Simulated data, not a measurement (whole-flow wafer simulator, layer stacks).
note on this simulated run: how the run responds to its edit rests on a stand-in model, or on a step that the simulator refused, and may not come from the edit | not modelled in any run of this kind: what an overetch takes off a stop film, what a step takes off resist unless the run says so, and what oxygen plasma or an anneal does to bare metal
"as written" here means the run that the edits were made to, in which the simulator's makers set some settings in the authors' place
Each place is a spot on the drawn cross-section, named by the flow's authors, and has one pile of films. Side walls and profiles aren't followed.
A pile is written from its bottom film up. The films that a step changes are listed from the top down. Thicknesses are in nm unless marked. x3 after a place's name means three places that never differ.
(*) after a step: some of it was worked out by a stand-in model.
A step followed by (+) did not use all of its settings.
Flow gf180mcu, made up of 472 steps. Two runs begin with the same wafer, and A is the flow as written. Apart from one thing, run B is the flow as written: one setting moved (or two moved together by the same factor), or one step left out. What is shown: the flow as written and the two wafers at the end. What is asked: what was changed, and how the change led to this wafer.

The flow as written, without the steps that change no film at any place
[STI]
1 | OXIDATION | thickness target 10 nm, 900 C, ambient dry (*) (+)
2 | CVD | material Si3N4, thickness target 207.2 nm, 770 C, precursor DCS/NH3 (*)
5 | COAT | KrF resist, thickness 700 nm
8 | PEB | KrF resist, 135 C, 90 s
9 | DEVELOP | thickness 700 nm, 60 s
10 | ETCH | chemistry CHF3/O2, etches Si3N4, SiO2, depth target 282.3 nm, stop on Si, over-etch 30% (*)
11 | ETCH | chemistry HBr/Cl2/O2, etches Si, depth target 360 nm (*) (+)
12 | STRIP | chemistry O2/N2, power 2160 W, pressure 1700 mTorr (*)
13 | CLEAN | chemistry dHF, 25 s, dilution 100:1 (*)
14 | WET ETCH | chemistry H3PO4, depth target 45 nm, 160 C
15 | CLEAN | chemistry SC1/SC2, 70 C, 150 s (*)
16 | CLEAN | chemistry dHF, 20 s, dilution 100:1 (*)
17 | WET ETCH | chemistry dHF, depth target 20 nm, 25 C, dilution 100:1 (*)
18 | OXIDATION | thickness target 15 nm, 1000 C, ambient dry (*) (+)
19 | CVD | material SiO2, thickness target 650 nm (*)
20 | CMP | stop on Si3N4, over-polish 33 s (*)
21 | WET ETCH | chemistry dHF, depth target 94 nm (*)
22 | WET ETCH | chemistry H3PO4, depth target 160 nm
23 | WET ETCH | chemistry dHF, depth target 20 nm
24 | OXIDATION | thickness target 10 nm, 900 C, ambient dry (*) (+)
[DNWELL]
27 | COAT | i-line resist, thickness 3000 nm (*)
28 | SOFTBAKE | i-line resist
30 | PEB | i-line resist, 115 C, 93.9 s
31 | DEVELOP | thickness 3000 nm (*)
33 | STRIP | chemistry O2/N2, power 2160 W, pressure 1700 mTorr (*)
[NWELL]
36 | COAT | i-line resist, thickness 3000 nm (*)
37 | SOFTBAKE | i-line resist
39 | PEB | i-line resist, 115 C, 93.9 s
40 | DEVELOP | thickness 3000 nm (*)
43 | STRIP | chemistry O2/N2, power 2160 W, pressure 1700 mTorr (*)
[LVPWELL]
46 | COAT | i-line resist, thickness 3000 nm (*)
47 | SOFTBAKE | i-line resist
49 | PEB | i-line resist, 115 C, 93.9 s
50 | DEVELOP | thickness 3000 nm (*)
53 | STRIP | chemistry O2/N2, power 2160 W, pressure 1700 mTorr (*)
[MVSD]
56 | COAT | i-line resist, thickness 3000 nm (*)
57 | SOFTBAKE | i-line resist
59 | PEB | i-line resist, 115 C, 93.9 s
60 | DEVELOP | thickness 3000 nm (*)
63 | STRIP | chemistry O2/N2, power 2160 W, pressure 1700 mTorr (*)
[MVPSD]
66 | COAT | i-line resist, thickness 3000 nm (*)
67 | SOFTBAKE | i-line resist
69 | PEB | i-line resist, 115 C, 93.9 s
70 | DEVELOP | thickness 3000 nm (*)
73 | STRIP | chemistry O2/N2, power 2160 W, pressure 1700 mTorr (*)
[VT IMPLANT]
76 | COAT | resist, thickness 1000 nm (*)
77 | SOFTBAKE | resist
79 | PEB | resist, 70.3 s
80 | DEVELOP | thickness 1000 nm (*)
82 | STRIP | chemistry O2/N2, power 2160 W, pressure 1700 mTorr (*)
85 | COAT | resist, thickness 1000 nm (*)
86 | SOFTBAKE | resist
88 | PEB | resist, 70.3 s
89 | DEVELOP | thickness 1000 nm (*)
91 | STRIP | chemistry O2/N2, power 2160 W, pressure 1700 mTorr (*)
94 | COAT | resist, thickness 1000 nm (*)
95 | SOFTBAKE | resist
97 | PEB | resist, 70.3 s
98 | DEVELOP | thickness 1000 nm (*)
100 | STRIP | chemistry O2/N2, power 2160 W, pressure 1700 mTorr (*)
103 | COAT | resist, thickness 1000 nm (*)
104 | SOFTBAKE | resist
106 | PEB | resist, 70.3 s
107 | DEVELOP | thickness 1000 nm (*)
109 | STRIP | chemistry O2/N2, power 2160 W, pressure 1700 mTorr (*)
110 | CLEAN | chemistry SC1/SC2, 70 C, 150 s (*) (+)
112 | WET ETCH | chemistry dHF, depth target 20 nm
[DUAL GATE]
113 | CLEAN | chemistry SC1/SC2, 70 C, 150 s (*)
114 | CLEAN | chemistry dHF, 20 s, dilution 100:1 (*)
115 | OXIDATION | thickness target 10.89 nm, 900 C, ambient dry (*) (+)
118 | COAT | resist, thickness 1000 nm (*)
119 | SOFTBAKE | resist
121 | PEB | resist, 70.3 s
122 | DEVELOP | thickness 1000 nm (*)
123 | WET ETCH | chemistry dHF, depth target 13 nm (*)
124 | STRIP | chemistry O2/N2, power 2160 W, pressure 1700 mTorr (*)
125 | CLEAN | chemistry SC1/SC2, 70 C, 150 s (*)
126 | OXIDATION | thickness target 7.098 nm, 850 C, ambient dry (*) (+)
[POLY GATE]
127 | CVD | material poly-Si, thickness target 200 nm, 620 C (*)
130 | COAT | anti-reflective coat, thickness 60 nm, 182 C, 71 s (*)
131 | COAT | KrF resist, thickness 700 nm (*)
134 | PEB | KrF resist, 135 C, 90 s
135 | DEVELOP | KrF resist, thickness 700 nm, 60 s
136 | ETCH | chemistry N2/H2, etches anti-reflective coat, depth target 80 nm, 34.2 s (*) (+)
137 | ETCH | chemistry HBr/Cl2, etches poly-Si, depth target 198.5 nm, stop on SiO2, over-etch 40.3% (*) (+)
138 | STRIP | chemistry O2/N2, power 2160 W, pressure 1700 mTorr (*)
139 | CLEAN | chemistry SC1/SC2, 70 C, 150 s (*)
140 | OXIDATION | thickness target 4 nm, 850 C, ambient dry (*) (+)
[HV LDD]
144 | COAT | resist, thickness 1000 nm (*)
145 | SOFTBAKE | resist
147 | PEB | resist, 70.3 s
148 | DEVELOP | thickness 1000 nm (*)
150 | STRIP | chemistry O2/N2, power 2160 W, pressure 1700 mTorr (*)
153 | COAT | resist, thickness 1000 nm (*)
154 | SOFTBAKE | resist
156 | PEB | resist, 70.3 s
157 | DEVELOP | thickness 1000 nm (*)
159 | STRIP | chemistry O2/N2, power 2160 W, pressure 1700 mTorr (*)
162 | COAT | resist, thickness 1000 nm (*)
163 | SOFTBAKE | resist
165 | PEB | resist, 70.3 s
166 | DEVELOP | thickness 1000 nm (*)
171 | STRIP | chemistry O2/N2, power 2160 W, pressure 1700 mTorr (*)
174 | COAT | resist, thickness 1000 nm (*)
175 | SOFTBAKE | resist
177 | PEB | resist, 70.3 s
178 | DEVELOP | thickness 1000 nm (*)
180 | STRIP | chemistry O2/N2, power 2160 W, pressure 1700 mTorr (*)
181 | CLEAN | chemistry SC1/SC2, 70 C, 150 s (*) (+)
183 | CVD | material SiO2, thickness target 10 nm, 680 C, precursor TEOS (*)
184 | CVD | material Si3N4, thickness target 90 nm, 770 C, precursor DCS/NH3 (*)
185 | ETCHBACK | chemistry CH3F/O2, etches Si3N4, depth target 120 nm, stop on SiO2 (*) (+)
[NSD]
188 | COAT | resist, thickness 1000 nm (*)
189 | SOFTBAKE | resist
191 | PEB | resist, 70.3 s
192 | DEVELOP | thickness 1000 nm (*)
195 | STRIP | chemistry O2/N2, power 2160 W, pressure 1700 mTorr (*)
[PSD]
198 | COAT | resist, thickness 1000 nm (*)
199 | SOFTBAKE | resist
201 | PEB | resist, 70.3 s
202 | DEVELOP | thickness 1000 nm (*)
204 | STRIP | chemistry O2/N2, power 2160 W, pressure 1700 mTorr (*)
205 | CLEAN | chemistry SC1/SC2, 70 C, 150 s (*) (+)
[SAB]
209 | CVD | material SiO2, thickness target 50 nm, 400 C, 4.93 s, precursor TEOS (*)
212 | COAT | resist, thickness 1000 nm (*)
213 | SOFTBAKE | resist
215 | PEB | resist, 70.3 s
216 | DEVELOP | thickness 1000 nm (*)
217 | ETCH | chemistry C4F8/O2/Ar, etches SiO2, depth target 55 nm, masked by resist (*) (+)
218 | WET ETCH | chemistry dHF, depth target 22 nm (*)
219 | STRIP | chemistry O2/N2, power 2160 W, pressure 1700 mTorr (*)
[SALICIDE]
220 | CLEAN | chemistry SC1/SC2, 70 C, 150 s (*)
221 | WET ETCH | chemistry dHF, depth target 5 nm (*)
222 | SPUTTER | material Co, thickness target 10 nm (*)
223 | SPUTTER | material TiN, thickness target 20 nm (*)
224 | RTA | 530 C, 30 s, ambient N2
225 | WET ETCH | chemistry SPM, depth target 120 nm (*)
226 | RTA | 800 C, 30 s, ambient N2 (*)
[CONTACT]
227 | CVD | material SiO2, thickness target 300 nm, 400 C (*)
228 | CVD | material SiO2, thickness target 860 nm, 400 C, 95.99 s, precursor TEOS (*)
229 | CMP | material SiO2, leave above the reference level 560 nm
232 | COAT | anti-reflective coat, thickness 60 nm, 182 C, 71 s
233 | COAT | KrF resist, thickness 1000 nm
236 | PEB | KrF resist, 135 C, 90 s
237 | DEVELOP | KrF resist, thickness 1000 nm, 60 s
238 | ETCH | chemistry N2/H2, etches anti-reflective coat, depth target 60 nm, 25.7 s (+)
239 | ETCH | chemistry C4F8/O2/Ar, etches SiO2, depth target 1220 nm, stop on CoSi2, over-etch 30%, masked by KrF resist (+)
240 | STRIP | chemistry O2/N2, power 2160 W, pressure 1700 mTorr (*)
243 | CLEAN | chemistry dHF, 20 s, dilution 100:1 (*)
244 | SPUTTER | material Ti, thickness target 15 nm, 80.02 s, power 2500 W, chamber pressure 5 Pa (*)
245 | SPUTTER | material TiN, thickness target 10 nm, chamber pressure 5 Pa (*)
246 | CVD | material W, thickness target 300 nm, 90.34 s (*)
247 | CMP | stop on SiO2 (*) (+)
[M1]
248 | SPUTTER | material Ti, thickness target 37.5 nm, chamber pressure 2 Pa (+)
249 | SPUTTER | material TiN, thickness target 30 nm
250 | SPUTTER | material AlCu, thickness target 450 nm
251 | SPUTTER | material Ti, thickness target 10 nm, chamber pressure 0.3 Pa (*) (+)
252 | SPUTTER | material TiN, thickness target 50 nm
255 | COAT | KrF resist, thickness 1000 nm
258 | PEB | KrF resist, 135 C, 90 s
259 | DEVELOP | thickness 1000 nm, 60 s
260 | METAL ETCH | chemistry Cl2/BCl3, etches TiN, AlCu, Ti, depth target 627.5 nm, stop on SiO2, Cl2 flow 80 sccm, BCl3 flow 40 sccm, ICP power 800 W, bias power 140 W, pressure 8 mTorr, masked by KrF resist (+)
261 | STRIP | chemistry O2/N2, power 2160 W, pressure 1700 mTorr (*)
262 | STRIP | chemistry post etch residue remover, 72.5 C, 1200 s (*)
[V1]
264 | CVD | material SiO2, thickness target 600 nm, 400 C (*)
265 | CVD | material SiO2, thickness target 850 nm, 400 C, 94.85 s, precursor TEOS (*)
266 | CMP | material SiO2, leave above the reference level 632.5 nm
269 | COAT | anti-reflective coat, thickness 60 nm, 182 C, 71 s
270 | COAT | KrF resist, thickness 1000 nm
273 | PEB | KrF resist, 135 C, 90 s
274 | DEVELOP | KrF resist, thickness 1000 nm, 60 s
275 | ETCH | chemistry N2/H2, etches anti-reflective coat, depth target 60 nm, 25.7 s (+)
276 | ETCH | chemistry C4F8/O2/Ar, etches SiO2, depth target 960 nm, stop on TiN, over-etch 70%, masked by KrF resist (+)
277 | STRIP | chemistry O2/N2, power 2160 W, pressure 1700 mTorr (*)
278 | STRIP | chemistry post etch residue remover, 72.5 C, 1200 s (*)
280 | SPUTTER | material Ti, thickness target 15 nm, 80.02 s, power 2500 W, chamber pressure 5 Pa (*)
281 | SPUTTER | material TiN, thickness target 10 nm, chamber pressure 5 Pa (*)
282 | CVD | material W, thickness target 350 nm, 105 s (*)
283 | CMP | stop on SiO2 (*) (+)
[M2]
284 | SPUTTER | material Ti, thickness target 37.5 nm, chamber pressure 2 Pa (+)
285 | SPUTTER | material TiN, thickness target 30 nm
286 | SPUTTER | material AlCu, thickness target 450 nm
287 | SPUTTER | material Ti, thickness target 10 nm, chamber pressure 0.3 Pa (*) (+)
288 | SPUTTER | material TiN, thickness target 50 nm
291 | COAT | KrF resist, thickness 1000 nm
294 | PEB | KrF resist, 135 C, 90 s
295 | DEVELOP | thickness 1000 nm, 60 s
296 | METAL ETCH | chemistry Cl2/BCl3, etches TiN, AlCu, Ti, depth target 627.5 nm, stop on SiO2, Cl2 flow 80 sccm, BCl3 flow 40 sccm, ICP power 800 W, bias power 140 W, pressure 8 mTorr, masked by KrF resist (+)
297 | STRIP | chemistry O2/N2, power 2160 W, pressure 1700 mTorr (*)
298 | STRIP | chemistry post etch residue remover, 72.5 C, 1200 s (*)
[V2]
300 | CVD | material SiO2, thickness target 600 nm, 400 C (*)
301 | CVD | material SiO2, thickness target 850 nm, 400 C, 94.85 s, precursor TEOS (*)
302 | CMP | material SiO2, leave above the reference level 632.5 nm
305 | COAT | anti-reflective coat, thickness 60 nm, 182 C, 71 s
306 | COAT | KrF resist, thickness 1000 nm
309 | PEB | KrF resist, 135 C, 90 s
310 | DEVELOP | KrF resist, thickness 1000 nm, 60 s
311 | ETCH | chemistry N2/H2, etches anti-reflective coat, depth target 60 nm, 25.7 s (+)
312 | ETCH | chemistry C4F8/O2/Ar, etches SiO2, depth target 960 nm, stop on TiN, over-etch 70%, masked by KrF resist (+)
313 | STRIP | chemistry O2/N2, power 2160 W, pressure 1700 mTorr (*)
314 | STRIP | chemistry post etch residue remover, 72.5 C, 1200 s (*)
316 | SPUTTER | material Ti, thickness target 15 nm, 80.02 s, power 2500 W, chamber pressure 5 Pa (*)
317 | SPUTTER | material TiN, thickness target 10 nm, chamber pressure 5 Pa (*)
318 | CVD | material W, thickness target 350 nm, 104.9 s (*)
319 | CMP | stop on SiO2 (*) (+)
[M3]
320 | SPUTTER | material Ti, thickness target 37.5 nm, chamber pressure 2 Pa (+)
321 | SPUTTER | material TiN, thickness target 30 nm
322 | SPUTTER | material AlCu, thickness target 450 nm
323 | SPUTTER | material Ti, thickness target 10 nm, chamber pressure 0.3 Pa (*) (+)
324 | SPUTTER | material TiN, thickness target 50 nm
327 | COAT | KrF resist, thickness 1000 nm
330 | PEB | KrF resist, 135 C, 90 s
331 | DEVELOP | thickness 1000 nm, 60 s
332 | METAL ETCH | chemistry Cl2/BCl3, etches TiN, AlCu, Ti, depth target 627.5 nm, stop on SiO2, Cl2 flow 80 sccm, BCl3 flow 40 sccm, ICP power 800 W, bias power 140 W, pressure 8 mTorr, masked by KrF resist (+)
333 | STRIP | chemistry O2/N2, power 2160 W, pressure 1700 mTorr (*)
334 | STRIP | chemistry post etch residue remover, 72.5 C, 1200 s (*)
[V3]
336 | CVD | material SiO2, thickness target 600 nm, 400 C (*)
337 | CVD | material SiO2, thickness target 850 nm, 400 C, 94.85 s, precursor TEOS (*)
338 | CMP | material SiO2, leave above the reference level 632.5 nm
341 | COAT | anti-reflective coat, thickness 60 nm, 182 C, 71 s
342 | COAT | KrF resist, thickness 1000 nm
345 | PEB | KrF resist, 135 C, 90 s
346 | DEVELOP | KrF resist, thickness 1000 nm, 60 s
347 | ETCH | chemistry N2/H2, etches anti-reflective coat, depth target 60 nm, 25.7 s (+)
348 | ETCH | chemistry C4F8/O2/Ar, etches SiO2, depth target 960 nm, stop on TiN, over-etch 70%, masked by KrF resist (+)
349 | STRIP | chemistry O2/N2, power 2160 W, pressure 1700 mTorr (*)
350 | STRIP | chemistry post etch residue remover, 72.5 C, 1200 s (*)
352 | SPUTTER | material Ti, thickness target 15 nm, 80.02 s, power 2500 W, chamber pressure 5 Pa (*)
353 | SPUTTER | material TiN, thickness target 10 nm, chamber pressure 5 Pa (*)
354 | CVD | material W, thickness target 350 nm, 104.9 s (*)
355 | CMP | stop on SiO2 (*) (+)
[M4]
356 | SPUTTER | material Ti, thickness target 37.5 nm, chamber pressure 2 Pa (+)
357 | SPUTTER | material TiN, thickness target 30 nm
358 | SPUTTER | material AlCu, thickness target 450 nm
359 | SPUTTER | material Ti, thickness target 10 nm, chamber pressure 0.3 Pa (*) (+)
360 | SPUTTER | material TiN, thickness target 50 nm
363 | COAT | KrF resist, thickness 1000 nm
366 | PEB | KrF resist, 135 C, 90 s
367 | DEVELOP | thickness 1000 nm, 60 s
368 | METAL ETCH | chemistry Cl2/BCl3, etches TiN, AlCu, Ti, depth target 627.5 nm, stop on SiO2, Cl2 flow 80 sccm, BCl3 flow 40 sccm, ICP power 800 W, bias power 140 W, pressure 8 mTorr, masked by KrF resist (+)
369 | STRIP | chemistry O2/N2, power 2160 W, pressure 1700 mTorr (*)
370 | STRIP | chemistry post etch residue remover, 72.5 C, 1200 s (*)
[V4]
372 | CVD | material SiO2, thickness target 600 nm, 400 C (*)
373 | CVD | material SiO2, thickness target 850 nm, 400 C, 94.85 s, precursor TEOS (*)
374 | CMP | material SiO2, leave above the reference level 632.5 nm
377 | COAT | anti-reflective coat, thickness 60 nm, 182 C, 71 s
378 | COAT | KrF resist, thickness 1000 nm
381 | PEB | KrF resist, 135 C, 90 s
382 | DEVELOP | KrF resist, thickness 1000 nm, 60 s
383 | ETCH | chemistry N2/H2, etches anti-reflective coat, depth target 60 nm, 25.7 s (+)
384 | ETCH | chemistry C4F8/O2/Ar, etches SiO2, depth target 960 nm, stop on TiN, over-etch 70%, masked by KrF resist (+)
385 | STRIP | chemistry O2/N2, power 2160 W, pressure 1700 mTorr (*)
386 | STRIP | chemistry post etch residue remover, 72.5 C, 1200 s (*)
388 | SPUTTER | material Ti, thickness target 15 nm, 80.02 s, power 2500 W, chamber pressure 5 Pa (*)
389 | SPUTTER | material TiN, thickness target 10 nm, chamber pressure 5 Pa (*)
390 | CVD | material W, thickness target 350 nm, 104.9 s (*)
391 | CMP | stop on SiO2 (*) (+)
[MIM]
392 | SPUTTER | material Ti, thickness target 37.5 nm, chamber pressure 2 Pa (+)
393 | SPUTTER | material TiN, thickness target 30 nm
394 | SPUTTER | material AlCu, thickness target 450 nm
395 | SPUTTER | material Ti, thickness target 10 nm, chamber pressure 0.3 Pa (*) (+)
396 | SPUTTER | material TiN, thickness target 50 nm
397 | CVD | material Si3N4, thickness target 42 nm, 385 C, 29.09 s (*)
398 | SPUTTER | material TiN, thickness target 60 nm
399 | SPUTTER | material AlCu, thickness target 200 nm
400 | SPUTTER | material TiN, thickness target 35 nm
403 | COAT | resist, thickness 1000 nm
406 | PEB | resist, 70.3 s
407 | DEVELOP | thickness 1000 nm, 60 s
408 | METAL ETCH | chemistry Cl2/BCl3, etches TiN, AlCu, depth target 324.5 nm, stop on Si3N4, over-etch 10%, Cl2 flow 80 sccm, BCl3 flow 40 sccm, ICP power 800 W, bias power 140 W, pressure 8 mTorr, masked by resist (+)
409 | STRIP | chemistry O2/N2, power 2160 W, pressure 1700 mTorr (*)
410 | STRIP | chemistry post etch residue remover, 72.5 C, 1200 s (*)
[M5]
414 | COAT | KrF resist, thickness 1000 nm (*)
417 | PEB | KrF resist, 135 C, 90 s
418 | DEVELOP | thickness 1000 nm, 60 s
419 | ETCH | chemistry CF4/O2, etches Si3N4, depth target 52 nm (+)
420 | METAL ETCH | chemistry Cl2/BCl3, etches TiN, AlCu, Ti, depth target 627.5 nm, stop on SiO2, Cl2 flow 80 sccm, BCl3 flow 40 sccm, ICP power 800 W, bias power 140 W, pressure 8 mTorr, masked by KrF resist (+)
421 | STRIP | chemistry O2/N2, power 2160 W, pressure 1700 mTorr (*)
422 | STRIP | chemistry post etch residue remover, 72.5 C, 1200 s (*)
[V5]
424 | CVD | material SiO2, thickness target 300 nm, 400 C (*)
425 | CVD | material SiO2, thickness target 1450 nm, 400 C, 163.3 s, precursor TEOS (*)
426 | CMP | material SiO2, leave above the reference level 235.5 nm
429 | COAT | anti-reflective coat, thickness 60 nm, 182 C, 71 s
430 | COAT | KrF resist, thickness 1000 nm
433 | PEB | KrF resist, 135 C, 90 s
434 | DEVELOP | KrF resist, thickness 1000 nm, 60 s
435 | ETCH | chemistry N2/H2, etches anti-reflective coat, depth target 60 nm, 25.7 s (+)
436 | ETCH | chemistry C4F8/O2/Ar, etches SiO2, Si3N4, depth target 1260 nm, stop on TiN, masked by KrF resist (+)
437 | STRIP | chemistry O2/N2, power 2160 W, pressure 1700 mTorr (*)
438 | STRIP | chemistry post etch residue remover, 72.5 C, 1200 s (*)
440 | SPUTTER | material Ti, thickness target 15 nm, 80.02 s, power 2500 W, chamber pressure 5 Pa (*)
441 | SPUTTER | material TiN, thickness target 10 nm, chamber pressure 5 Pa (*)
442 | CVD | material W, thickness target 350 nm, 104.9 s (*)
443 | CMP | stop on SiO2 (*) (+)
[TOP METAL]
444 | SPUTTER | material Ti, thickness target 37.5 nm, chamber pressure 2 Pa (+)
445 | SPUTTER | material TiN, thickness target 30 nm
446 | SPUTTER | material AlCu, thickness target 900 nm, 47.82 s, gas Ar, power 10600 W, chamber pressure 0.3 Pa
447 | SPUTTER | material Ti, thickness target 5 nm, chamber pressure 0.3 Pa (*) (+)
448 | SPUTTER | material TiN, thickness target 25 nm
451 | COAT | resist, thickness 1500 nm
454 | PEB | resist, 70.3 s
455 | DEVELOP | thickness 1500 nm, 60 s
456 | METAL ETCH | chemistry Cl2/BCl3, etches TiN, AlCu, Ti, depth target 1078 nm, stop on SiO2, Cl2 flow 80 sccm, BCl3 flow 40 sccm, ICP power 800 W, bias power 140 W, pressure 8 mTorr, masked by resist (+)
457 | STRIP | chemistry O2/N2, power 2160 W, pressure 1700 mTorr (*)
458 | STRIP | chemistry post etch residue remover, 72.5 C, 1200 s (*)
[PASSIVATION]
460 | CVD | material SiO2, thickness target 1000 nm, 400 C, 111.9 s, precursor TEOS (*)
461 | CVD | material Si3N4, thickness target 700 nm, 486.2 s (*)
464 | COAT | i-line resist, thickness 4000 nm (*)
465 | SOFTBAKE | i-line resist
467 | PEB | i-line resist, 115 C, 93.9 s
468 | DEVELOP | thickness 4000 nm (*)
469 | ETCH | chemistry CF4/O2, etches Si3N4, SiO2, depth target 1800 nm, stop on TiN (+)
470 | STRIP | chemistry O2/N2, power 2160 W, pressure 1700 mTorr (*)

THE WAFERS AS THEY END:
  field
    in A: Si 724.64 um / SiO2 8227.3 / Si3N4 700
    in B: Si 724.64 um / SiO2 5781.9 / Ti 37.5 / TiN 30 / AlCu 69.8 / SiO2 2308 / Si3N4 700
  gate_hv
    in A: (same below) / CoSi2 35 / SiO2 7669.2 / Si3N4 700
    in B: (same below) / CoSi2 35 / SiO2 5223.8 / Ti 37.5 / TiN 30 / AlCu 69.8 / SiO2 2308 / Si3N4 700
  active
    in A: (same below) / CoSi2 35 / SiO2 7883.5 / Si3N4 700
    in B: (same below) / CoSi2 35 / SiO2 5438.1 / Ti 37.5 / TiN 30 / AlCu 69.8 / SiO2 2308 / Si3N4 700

Cause: step 420, METAL ETCH: depth target 433 nm was run, whereas the flow has depth target 627.5 nm.

Step by step, how the change led to this:
  420 | METAL ETCH | chemistry Cl2/BCl3, etches TiN, AlCu, Ti, depth target 627.5 nm, stop on SiO2, Cl2 flow 80 sccm, BCl3 flow 40 sccm, ICP power 800 W, bias power 140 W, pressure 8 mTorr, masked by KrF resist (+)
      field, field__w1, field__w2 and 101 more: A TiN loses 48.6 (all of it), Ti loses 10 (all of it), AlCu loses 450 (all of it), TiN loses 30 (all of it), Ti loses 37.5 (all of it) | B TiN loses 48.6 (all of it), Ti loses 10 (all of it), AlCu loses 374.4
      field__w4, field__w8, contact, m1, m1__w1, mim, mim_1p0, m1_nw: A KrF resist loses 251 | B KrF resist loses 173.2
  421 | STRIP | chemistry O2/N2, power 2160 W, pressure 1700 mTorr (*)
      field__w8, m1__w1: A KrF resist loses 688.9 (all of it) | B KrF resist loses 766.7 (all of it)
      contact, m1: A KrF resist loses 689.3 (all of it) | B KrF resist loses 767.1 (all of it)
      (and at 4 other places as well)
  422 | STRIP | chemistry post etch residue remover, 72.5 C, 1200 s (*)
      field, field__w1, field__w2 and 101 more: A nothing | B AlCu loses 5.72
  424 | CVD | material SiO2, thickness target 300 nm, 400 C (*)
      field, field__w1, field__w2 and 101 more: A SiO2 gains 300 | B SiO2 gains 300 (new film)
  426 | CMP | material SiO2, leave above the reference level 235.5 nm
      field, field__w1, field__w5 and 92 more: A SiO2 loses 300.8 | B SiO2 loses 438.2
      field__w2, field__w3, field__w12 and 6 more: A SiO2 loses 272.7 | B SiO2 loses 416.3
If metal films that touch count as one body, field has 1 body; the flow as written gives 0 bodies.
If metal films that touch count as one body, gate_hv has 2 bodies (between them, from the top down: SiO2 5223.8); the flow as written gives 1 body.
If metal films that touch count as one body, active has 2 bodies (between them, from the top down: SiO2 5438.1); the flow as written gives 1 body.
